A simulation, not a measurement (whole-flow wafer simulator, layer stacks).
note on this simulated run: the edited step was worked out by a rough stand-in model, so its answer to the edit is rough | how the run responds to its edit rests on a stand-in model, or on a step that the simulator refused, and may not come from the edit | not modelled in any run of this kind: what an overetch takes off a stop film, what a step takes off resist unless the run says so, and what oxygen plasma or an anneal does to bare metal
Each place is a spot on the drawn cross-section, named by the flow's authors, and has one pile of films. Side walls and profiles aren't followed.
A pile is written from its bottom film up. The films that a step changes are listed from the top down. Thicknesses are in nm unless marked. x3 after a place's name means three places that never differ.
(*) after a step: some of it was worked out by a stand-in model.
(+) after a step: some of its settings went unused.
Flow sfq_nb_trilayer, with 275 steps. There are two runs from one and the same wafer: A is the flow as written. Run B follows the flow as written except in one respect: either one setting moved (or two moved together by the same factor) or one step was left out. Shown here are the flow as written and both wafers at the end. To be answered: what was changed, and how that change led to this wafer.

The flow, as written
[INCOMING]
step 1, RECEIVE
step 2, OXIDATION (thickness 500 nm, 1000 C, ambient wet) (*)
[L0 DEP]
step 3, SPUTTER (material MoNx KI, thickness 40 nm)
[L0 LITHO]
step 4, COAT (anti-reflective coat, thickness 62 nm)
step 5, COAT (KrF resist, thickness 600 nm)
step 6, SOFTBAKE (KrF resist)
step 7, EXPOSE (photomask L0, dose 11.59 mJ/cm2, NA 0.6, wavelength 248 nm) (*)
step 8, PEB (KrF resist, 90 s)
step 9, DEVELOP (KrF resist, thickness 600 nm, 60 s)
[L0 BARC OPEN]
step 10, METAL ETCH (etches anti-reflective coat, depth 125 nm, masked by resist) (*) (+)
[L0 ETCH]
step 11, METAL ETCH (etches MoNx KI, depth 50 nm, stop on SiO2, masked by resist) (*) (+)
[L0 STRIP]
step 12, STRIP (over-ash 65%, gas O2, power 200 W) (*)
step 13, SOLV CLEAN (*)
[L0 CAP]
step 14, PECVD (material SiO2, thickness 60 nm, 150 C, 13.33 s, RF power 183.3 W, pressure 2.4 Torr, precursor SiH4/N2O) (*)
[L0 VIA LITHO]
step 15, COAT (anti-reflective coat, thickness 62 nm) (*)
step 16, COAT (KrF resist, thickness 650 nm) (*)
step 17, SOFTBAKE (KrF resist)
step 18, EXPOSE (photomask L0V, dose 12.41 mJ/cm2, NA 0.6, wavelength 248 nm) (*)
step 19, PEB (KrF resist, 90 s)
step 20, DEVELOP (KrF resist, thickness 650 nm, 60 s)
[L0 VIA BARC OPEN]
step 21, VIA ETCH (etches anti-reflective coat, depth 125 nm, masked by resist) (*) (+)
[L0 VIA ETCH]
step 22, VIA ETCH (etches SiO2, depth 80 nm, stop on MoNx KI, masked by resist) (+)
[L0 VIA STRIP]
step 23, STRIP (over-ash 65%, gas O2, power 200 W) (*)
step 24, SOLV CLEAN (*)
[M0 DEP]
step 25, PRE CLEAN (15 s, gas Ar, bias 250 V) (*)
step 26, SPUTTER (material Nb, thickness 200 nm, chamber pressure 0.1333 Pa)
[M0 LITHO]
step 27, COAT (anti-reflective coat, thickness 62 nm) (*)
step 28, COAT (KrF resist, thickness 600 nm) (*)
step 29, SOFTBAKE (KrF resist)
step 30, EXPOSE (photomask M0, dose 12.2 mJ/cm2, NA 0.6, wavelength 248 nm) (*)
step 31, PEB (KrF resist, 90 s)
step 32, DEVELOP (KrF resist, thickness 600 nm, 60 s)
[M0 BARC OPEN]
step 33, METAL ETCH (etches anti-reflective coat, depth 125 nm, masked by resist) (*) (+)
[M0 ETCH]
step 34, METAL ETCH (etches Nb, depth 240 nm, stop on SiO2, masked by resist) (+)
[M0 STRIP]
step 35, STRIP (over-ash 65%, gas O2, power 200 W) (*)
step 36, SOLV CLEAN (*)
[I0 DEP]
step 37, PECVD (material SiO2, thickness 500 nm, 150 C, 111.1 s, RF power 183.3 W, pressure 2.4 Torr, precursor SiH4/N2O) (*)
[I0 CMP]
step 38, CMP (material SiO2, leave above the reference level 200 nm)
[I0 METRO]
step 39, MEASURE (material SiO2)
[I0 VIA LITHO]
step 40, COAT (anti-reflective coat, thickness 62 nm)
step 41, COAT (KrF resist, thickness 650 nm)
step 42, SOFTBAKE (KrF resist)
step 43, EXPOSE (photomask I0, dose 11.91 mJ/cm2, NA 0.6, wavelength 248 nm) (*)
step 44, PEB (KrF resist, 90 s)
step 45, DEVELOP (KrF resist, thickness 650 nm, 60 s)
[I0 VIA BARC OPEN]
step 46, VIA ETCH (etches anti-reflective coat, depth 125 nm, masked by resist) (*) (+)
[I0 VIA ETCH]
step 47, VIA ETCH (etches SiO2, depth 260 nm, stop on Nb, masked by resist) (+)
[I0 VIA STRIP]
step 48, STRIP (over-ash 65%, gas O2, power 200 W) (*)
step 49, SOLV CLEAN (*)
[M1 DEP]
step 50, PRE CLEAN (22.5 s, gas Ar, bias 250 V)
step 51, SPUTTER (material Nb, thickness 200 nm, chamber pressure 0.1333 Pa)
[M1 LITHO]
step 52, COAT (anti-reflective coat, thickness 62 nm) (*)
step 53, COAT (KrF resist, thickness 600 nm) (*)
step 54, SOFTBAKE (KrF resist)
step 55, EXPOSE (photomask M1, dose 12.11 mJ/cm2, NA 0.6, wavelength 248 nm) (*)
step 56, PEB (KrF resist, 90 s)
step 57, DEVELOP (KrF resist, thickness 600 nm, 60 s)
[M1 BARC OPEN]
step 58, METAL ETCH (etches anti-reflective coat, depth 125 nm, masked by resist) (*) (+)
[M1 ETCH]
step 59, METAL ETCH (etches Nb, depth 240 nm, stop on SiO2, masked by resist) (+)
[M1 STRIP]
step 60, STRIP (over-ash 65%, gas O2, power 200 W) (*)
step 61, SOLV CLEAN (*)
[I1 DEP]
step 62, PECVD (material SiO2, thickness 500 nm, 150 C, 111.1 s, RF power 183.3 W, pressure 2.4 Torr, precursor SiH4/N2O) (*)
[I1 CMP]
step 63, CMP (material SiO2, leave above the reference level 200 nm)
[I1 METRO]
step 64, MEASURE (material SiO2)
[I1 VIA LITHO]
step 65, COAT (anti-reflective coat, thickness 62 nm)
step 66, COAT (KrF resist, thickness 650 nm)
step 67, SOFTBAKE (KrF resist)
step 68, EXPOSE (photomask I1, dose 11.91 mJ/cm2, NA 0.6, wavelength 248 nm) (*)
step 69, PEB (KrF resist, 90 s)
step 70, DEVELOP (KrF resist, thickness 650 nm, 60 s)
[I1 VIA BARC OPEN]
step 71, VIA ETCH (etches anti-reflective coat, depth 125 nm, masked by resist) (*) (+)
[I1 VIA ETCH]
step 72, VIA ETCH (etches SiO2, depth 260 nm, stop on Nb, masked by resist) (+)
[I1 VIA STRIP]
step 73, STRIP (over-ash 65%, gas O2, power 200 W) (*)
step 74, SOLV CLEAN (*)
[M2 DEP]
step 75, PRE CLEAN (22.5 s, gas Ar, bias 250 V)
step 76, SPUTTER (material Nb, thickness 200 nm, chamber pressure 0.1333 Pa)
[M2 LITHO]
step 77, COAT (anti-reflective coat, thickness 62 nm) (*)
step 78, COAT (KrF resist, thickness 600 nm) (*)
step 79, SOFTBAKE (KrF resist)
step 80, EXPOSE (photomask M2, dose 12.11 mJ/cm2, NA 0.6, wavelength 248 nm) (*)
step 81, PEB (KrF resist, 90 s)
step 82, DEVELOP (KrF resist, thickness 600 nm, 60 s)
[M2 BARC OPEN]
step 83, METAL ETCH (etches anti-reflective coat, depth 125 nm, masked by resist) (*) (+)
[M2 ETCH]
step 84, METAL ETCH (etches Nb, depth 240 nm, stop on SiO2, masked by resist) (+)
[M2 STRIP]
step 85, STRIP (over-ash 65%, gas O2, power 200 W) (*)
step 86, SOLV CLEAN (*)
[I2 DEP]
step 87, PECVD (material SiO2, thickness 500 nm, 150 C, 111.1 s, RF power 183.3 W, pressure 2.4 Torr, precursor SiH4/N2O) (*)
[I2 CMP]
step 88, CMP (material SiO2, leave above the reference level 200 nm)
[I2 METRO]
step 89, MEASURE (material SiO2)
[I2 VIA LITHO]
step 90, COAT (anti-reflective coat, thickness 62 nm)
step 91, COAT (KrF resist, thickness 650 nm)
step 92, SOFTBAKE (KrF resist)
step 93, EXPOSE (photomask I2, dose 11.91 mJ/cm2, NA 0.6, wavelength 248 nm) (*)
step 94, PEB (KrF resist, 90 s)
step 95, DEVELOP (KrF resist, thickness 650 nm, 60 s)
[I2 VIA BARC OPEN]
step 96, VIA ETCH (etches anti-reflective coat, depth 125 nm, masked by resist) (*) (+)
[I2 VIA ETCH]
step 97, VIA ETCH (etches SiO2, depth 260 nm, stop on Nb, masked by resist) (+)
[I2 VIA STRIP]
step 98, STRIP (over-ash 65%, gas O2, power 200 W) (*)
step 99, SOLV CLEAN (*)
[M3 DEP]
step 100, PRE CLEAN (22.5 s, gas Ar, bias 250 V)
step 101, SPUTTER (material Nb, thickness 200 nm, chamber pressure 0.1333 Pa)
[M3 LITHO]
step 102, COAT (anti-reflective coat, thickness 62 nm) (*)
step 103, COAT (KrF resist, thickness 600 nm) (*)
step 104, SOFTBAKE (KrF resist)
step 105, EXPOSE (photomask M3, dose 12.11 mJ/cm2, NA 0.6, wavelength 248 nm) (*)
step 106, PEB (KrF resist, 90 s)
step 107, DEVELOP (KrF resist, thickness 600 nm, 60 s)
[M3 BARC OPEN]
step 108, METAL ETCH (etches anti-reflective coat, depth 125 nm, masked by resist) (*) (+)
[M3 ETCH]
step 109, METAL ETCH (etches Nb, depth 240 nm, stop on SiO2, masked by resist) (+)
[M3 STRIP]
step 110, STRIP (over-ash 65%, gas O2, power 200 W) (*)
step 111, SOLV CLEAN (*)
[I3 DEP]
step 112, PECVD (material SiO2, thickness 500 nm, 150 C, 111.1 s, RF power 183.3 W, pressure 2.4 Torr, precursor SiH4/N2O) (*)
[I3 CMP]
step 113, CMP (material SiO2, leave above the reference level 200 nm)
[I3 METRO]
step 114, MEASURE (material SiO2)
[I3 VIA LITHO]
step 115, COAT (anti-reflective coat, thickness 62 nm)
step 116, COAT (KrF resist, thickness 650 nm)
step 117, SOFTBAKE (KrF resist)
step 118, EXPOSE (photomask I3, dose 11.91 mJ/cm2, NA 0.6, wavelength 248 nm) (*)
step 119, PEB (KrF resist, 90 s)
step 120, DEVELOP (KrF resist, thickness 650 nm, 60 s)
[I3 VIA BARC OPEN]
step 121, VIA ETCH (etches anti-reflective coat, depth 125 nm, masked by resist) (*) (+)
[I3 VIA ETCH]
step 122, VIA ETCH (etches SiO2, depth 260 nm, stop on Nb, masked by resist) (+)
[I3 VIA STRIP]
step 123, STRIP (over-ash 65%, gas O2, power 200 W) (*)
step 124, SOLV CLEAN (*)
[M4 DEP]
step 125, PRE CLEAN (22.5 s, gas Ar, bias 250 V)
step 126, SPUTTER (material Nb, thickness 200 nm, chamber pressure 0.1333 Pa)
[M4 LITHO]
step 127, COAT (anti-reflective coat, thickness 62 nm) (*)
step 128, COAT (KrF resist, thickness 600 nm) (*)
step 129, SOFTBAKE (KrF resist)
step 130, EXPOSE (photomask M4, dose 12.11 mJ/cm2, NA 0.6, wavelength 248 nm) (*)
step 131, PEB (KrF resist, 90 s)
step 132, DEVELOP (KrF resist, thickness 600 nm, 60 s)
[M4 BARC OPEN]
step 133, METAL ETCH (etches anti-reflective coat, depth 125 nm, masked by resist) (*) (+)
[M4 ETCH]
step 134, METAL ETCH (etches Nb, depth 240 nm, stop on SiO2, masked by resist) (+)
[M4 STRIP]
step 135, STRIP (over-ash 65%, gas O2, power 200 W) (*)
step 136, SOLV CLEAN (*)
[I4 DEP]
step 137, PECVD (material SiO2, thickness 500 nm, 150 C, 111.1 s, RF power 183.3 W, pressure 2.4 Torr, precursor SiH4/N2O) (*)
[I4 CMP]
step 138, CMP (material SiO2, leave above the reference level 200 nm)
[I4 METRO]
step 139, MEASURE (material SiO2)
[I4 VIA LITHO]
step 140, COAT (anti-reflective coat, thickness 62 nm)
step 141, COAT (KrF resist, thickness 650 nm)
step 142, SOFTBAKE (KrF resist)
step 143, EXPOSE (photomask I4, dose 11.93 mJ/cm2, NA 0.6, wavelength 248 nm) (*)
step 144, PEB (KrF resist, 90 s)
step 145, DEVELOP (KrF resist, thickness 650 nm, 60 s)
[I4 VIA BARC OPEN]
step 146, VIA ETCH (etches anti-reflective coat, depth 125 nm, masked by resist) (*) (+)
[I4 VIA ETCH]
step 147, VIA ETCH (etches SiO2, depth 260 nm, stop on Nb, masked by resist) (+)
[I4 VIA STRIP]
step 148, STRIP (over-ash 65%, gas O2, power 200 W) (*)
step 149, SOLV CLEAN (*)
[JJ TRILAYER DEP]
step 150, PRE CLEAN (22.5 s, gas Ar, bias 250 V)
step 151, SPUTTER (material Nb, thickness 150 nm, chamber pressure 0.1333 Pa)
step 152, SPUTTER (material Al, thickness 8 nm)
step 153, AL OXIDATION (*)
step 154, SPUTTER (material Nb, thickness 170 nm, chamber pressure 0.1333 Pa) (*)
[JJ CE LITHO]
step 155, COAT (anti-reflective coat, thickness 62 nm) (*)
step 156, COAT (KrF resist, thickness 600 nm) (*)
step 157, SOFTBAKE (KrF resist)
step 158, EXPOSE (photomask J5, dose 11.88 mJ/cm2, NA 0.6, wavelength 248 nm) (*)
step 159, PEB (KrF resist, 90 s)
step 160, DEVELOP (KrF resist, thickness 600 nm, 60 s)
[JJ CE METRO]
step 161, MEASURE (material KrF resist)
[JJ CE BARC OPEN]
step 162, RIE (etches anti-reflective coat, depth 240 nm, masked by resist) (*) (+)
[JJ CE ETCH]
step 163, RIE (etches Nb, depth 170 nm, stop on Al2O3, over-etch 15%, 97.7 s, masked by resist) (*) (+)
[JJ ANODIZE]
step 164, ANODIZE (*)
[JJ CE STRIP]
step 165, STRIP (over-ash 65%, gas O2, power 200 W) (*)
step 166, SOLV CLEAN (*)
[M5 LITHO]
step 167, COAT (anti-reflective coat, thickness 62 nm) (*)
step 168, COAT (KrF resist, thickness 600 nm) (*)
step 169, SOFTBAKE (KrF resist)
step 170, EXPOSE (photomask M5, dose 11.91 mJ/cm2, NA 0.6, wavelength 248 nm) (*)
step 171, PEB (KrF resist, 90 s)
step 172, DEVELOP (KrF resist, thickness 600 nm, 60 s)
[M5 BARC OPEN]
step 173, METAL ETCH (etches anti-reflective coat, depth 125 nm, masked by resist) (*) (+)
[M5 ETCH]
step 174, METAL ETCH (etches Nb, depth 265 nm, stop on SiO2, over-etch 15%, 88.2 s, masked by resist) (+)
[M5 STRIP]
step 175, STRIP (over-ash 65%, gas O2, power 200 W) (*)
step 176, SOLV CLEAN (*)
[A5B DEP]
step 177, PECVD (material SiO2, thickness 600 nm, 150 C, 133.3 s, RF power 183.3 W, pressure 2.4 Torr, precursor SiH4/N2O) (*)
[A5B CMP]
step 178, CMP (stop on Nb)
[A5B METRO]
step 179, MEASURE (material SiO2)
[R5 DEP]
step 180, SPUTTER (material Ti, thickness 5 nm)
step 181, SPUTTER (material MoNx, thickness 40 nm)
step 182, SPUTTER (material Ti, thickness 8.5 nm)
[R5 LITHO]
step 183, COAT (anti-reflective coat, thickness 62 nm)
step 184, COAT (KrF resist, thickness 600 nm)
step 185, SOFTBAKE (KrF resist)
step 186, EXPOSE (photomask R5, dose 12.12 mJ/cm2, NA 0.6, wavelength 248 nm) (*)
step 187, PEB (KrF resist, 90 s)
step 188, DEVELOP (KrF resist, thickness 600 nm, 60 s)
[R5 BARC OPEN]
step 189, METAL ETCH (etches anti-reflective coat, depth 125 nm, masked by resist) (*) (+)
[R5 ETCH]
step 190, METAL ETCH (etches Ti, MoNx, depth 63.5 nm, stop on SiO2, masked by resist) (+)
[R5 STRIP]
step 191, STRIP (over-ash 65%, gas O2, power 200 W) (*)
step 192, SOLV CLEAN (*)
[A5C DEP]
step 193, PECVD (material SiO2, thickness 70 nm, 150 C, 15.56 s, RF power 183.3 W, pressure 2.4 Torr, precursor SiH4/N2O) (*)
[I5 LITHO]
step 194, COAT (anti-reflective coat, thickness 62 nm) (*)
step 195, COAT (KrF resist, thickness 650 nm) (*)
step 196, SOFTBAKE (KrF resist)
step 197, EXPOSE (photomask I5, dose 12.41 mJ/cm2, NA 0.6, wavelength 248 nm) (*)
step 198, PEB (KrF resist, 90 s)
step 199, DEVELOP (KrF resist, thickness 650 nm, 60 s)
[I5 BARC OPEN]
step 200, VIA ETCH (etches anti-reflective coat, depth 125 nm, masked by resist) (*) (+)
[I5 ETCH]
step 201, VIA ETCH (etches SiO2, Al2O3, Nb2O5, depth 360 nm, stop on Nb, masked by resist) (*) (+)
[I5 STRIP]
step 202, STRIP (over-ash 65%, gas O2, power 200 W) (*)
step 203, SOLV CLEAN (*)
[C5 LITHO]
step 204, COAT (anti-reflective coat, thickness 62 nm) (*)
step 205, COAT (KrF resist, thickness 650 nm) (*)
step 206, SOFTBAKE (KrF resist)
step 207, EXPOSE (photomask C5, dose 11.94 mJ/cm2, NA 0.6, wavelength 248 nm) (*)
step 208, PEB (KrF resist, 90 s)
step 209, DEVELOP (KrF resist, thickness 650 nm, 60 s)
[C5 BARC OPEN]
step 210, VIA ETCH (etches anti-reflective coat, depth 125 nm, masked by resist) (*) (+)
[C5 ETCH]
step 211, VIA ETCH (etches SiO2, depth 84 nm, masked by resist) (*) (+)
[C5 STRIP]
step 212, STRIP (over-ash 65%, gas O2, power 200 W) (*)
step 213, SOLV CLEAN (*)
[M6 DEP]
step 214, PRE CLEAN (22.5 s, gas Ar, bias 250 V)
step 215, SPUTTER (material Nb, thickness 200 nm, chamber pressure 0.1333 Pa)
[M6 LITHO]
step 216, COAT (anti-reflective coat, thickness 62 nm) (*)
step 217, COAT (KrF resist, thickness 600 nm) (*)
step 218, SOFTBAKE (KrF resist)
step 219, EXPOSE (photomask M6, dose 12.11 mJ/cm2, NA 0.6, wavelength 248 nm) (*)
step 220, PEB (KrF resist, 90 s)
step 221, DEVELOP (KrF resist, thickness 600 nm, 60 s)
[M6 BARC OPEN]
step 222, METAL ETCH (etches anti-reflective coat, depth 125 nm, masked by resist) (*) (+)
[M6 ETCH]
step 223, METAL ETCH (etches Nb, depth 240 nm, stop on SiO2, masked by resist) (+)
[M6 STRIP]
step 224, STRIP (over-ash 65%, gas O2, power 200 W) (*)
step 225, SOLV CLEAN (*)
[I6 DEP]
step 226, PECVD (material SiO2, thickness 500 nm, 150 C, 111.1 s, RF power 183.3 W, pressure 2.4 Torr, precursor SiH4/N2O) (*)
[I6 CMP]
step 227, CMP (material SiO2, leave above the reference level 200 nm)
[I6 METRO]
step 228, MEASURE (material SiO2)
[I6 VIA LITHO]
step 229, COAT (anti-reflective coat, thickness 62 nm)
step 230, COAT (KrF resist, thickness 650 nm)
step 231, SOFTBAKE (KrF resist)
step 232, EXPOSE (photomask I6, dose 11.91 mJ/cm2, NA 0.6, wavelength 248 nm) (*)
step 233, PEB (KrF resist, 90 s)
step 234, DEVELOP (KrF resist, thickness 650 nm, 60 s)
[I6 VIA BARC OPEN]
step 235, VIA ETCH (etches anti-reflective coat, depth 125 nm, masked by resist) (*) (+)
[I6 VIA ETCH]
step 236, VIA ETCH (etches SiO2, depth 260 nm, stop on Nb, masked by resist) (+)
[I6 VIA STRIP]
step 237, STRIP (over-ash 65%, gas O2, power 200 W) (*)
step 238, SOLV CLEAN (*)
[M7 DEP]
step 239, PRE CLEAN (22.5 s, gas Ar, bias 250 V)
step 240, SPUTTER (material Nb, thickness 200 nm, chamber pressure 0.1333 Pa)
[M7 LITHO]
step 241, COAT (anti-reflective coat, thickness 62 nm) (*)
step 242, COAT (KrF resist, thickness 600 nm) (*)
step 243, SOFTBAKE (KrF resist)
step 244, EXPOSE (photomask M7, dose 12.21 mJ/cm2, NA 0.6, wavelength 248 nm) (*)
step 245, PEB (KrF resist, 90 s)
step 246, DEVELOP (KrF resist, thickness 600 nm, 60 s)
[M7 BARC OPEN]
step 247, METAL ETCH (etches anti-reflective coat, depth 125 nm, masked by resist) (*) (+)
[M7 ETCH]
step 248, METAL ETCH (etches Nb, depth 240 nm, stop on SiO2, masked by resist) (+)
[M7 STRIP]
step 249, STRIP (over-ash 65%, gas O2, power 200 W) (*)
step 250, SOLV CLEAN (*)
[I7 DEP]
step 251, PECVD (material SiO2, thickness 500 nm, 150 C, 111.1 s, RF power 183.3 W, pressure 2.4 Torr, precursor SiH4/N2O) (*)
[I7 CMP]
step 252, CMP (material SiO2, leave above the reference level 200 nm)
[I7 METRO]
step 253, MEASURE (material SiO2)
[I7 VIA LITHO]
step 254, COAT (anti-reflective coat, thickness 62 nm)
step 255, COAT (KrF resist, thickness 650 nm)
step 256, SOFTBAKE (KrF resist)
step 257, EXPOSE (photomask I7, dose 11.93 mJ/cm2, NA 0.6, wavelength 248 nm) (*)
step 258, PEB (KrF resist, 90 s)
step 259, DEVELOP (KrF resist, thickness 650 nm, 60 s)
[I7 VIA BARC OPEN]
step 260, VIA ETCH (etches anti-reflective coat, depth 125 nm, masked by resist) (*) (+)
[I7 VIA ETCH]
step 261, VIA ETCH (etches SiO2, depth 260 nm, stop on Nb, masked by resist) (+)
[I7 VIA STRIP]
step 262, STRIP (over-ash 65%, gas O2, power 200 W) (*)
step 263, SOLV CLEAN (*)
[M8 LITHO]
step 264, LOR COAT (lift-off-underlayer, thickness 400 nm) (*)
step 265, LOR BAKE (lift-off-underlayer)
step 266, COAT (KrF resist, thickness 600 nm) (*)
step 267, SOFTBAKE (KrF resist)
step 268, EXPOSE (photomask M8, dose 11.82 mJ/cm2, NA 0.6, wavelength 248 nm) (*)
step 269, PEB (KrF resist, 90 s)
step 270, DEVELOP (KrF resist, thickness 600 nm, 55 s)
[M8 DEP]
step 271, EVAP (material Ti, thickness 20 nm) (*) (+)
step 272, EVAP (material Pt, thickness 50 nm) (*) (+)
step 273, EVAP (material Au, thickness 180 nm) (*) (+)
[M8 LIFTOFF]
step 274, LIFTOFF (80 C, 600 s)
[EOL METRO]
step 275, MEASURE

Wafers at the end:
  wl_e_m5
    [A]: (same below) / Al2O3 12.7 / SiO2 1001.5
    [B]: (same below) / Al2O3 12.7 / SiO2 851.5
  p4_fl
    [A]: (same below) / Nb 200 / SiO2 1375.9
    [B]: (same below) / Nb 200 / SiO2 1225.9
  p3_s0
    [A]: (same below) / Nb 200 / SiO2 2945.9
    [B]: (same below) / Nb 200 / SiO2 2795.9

Cause: step 251, PECVD: thickness 250 nm was run, though the flow has thickness 500 nm; step 251, PECVD: 55.56 s was run, where the flow has 111.1 s.

The path from the change to this, step by step:
  step 251, PECVD (material SiO2, thickness 500 nm, 150 C, 111.1 s, RF power 183.3 W, pressure 2.4 Torr, precursor SiH4/N2O) (*)
      field_l, p4_fl, p4_fm and 56 more: A SiO2 gains 500 | B SiO2 gains 250
      v_sur, via_wl, via_w and 37 more: A SiO2 gains 500 (new film) | B SiO2 gains 250 (new film)
      (and at 7 other places as well)
  step 252, CMP (material SiO2, leave above the reference level 200 nm)
      field_l, p4_fl, p4_fm and 56 more: A SiO2 loses 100 | B nothing
      field_r, lsp_l: A SiO2 loses 77.7 | B nothing
      (and at 45 other places as well)
  step 254, COAT (anti-reflective coat, thickness 62 nm)
      ce_l, c5j, ce_r, sp_r, be_r: A anti-reflective coat gains 62 (new film) | B anti-reflective coat gains 55.2 (new film)
      p3_s1, p3_l2, p3_s2, p3_s5, p3_l6: A anti-reflective coat gains 62 (new film) | B anti-reflective coat gains 63.9 (new film)
      (and at 84 other places as well)
  step 255, COAT (KrF resist, thickness 650 nm)
      m0r_line_l, m0r_line_r, m6r_line_l, m6r_line_r: A KrF resist gains 650 (new film) | B KrF resist gains 679.6 (new film)
      m0r_space_l, m0r_space_r, m6r_space_l, m6r_space_r: A KrF resist gains 650 (new film) | B KrF resist gains 669.1 (new film)
      (and at 75 other places as well)
  step 259, DEVELOP (KrF resist, thickness 650 nm, 60 s)
      via_wl: A KrF resist loses 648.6 (all of it) | B KrF resist loses 597 (all of it)
      via_w: A KrF resist loses 648.6 (all of it) | B KrF resist loses 605.1 (all of it)
      (and at 1 other place as well)
  step 260, VIA ETCH (etches anti-reflective coat, depth 125 nm, masked by resist) (*) (+)
      field_l, v_sur, via_sp and 100 more: A KrF resist loses 51.7 | B KrF resist loses 44.1
      via_wl: A anti-reflective coat loses 62 (all of it), SiO2 loses 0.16 | B anti-reflective coat loses 52.7 (all of it), SiO2 loses 0.13
      (and at 2 other places as well)
  step 262, STRIP (over-ash 65%, gas O2, power 200 W) (*)
      m0r_line_l, m0r_line_r, m6r_line_l, m6r_line_r: A KrF resist loses 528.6 (all of it), anti-reflective coat loses 62 (all of it) | B KrF resist loses 565.7 (all of it), anti-reflective coat loses 62.4 (all of it)
      m0r_space_l, m0r_space_r, m6r_space_l, m6r_space_r: A KrF resist loses 528.6 (all of it), anti-reflective coat loses 62 (all of it) | B KrF resist loses 555.2 (all of it), anti-reflective coat loses 80 (all of it)
      (and at 90 other places as well)
  step 264, LOR COAT (lift-off-underlayer, thickness 400 nm) (*)
      m0r_line_l, m0r_line_r, m6r_line_l, m6r_line_r: A lift-off-underlayer gains 400 (new film) | B lift-off-underlayer gains 434.2 (new film)
      m0r_space_l, m0r_space_r, m6r_space_l, m6r_space_r: A lift-off-underlayer gains 400 (new film) | B lift-off-underlayer gains 447.5 (new film)
      (and at 82 other places as well)
  step 266, COAT (KrF resist, thickness 600 nm) (*)
      m0r_line_l, m0r_line_r, m6r_line_l, m6r_line_r: A KrF resist gains 600 (new film) | B KrF resist gains 614.3 (new film)
      c5j, ce_r: A KrF resist gains 597.1 (new film) | B KrF resist gains 579.6 (new film)
      (and at 51 other places as well)
  step 270, DEVELOP (KrF resist, thickness 600 nm, 55 s)
      field_l: A KrF resist loses 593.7 (all of it), lift-off-underlayer loses 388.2 (all of it) | B KrF resist loses 609.9 (all of it), lift-off-underlayer loses 439.9 (all of it)
      v_sur: A KrF resist loses 607.3 (all of it), lift-off-underlayer loses 369.4 (all of it) | B KrF resist loses 590.4 (all of it), lift-off-underlayer loses 314.3 (all of it)
      (and at 9 other places as well)
  step 274, LIFTOFF (80 C, 600 s)
      m0r_line_l, m0r_line_r, m6r_line_l, m6r_line_r: A Au loses 180 (all of it), Pt loses 50 (all of it), Ti loses 20 (all of it), KrF resist loses 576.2 (all of it), lift-off-underlayer loses 400 (all of it) | B Au loses 180 (all of it), Pt loses 50 (all of it), Ti loses 20 (all of it), KrF resist loses 590.5 (all of it), lift-off-underlayer loses 434.2 (all of it)
      m0r_space_l, m0r_space_r, m6r_space_l, m6r_space_r: A Au loses 180 (all of it), Pt loses 50 (all of it), Ti loses 20 (all of it), KrF resist loses 576.2 (all of it), lift-off-underlayer loses 400 (all of it) | B Au loses 180 (all of it), Pt loses 50 (all of it), Ti loses 20 (all of it), KrF resist loses 579.7 (all of it), lift-off-underlayer loses 447.5 (all of it)
      (and at 71 other places as well)
